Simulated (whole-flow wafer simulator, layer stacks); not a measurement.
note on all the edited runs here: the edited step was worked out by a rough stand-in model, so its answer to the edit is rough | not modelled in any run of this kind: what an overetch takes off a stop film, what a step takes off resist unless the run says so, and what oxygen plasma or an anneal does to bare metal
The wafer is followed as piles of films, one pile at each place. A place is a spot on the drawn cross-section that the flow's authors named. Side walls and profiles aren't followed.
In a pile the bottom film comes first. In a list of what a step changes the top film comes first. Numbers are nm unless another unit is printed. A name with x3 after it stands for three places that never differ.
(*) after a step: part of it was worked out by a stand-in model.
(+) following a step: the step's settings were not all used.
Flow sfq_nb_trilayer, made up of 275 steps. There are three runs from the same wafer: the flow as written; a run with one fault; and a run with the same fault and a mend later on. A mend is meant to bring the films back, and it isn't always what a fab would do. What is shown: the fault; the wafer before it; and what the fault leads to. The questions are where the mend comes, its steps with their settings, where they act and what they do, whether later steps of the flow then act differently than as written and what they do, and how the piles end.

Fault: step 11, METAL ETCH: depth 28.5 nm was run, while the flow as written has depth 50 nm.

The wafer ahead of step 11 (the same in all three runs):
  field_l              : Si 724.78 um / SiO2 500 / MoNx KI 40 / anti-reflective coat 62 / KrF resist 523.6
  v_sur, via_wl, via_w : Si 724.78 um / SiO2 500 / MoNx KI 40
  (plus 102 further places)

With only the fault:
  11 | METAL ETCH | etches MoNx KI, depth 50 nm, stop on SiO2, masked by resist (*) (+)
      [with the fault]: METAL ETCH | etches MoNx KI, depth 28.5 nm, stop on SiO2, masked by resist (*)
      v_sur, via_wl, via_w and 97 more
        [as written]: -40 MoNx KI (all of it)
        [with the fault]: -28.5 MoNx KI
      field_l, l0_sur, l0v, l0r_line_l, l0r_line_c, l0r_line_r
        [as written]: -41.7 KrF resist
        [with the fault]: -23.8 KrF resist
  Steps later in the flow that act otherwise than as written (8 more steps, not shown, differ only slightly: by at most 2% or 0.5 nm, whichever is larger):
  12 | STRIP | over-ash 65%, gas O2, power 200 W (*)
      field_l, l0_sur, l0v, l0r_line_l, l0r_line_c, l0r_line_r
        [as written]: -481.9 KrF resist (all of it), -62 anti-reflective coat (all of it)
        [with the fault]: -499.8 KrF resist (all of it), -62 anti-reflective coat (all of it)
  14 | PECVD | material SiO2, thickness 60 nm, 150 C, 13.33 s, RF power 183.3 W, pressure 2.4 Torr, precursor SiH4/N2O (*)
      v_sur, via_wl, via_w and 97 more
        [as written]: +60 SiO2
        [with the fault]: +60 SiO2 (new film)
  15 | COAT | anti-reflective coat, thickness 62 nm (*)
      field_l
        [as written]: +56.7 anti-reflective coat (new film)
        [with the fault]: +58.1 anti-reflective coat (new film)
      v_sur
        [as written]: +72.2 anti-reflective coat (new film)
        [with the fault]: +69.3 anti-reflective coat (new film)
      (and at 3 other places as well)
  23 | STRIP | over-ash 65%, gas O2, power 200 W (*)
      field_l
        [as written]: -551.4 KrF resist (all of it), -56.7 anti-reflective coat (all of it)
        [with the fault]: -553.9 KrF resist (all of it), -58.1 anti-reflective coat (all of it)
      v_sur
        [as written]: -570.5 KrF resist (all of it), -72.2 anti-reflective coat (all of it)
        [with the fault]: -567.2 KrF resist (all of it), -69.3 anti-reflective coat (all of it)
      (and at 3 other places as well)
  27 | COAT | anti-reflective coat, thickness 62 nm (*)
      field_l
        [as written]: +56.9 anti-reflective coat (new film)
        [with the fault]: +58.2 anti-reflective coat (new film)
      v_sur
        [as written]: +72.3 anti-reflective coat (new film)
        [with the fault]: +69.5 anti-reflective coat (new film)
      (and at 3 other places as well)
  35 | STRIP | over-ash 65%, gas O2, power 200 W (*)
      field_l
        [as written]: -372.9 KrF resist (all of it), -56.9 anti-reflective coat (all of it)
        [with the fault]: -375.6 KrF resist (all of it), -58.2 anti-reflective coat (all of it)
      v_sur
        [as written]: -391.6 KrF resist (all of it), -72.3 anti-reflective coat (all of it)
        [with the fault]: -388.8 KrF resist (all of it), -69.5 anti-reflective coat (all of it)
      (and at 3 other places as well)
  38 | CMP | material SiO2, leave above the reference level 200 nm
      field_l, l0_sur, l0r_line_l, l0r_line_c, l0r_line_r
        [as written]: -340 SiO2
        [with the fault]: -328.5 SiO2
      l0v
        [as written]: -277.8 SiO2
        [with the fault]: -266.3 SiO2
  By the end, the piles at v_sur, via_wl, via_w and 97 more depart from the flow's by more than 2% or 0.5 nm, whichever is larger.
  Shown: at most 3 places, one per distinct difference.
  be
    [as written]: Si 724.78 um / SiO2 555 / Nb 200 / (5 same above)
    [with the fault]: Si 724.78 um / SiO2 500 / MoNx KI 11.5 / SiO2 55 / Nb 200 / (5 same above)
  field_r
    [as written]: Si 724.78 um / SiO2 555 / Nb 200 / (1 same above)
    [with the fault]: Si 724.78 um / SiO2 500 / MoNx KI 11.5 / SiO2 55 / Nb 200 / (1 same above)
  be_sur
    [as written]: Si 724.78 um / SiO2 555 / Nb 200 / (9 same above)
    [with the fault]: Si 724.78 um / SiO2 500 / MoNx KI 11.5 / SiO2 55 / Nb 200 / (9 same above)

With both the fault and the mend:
  The mend follows step 11.
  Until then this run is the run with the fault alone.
  11a | METAL ETCH | etches MoNx KI, depth 21.5 nm, stop on SiO2, masked by resist (+) (the flow's step 11, run once more with other settings)
      v_sur, via_wl, via_w and 97 more
        -11.5 MoNx KI (all of it)
      field_l, l0_sur, l0v, l0r_line_l, l0r_line_c, l0r_line_r
        -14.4 KrF resist
  Later steps of the flow that are run all act as written at every place that is followed, up to a difference of at most 2% or 0.5 nm, whichever is larger.
  At every place that both follow, the piles at the end match the flow's.
